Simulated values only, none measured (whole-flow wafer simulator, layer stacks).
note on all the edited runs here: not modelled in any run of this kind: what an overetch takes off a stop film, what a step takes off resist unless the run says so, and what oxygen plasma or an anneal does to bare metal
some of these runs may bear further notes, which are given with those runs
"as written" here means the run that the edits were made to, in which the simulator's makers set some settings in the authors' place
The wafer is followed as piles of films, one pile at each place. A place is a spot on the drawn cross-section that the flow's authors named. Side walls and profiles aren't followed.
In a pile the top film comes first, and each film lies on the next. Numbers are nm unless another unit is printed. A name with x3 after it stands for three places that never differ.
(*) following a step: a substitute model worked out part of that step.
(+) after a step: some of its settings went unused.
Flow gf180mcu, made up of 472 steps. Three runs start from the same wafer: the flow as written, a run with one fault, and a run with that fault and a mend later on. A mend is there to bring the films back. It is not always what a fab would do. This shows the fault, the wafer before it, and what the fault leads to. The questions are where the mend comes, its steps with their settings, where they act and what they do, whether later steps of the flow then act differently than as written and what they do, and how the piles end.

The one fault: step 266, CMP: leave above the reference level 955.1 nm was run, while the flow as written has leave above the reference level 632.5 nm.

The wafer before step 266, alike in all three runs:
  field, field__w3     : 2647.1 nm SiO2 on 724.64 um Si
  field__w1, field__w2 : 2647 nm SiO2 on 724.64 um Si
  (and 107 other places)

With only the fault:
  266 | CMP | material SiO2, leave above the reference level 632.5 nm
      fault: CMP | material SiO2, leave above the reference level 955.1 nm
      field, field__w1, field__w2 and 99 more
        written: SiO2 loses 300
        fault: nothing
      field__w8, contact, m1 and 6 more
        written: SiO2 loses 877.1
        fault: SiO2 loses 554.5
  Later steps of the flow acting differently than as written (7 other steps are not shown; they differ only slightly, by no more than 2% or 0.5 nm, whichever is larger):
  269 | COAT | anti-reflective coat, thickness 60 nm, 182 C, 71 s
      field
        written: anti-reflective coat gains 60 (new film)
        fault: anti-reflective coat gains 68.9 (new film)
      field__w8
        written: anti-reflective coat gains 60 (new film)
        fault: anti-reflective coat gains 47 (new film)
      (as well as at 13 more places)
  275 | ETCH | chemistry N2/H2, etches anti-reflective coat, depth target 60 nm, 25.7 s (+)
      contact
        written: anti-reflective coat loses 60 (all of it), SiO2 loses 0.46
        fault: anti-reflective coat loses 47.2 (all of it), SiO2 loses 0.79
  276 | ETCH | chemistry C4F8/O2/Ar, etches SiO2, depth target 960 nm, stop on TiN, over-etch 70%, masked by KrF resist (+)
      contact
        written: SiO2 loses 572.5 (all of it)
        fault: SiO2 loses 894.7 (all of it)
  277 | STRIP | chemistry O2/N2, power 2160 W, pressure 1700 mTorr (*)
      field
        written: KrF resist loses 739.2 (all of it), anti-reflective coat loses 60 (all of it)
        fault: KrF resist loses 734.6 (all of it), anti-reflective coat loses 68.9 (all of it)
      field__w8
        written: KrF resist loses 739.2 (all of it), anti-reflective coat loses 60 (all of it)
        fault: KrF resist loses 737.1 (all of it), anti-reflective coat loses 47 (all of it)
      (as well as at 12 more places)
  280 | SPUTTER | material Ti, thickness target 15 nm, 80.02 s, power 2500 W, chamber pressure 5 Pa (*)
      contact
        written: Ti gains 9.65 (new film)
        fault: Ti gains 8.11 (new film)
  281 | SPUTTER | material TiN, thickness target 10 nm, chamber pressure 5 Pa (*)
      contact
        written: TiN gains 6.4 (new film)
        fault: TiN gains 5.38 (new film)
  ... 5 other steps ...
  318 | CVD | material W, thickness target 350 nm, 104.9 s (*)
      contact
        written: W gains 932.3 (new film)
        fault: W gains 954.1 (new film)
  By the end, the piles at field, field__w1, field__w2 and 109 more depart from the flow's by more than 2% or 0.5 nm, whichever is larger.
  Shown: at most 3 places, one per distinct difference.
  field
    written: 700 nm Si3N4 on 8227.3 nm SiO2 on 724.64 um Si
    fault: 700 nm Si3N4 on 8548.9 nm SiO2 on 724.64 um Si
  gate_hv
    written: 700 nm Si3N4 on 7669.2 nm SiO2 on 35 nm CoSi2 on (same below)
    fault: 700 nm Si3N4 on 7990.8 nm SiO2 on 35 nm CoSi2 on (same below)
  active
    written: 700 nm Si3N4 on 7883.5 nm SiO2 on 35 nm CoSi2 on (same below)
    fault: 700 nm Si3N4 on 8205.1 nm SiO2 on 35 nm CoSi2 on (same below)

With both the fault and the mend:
  After step 266 comes the mend.
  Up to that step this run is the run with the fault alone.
  266a | CMP | material SiO2, leave above the reference level 632.5 nm (the flow's step 266, run once more)
      field, field__w1, field__w2 and 99 more
        SiO2 loses 300
      field__w8, contact, m1 and 6 more
        SiO2 loses 322.6
  None of the later steps of the flow acts differently than as written at any place that is followed.
  The piles end the same as the flow's at every place that both follow.
